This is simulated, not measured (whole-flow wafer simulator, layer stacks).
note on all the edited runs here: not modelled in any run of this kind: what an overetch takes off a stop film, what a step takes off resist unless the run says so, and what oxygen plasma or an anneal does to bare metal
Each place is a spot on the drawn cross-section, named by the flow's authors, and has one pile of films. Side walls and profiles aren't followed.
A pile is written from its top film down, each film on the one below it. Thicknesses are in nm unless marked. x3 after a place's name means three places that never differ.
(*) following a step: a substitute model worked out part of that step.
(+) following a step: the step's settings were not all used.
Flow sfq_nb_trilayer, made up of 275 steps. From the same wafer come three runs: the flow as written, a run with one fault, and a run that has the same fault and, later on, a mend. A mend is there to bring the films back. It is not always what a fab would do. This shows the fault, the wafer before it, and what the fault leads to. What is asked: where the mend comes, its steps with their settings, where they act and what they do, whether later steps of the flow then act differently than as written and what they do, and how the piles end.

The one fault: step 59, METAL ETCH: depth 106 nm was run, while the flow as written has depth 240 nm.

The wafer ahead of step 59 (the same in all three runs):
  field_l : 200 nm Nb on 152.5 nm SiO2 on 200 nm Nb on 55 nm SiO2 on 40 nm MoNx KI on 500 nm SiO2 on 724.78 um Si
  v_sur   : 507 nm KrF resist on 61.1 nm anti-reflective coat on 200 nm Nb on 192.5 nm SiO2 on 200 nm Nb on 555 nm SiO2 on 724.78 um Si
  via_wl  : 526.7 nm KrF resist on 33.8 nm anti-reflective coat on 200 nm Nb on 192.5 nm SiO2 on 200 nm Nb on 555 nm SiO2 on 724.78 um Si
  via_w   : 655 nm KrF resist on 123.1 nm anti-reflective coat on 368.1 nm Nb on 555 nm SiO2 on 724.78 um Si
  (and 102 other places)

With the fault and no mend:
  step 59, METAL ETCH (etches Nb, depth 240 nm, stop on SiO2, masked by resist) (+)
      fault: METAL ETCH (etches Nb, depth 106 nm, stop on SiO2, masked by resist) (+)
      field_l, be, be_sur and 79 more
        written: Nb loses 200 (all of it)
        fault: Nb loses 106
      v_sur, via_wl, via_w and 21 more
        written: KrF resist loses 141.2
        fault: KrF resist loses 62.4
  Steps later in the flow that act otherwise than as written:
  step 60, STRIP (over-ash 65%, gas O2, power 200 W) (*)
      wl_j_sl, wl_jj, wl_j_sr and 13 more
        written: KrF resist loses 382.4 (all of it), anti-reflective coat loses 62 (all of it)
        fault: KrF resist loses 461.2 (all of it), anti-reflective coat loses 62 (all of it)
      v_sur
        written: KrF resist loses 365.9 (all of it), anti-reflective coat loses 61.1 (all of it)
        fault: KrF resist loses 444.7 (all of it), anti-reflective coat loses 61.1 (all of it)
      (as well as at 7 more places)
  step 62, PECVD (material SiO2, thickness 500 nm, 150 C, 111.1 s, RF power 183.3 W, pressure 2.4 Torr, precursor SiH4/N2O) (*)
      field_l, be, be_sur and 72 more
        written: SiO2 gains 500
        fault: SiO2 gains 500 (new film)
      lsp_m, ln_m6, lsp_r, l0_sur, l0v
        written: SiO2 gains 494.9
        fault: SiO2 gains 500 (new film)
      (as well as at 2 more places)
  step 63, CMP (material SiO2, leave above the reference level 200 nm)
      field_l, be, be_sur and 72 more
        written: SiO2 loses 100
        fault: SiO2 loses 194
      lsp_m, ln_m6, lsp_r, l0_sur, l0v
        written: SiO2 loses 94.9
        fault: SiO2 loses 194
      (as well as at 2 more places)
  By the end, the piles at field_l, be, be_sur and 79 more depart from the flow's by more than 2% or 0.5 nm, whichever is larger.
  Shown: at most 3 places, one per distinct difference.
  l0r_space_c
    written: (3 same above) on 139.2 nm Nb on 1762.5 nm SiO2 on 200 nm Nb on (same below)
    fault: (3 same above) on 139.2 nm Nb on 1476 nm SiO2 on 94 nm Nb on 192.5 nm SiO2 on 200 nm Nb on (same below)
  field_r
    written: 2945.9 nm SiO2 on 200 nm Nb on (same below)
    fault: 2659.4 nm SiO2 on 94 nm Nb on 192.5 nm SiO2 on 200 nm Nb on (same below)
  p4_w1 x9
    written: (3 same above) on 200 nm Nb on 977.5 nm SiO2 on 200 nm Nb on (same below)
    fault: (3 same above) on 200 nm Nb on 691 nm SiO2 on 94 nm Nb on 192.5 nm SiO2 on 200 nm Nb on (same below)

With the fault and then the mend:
  The mend stands after step 59.
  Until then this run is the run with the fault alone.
  step 59a, METAL ETCH (etches Nb, depth 134 nm, stop on SiO2, masked by resist) (+) (the flow's step 59 again, with other settings)
      field_l, be, be_sur and 79 more
        Nb loses 94 (all of it)
      v_sur, via_wl, via_w and 21 more
        KrF resist loses 78.8
  Later steps of the flow that are run all act as written at every place that is followed.
  At every place that both follow, the piles at the end match the flow's.
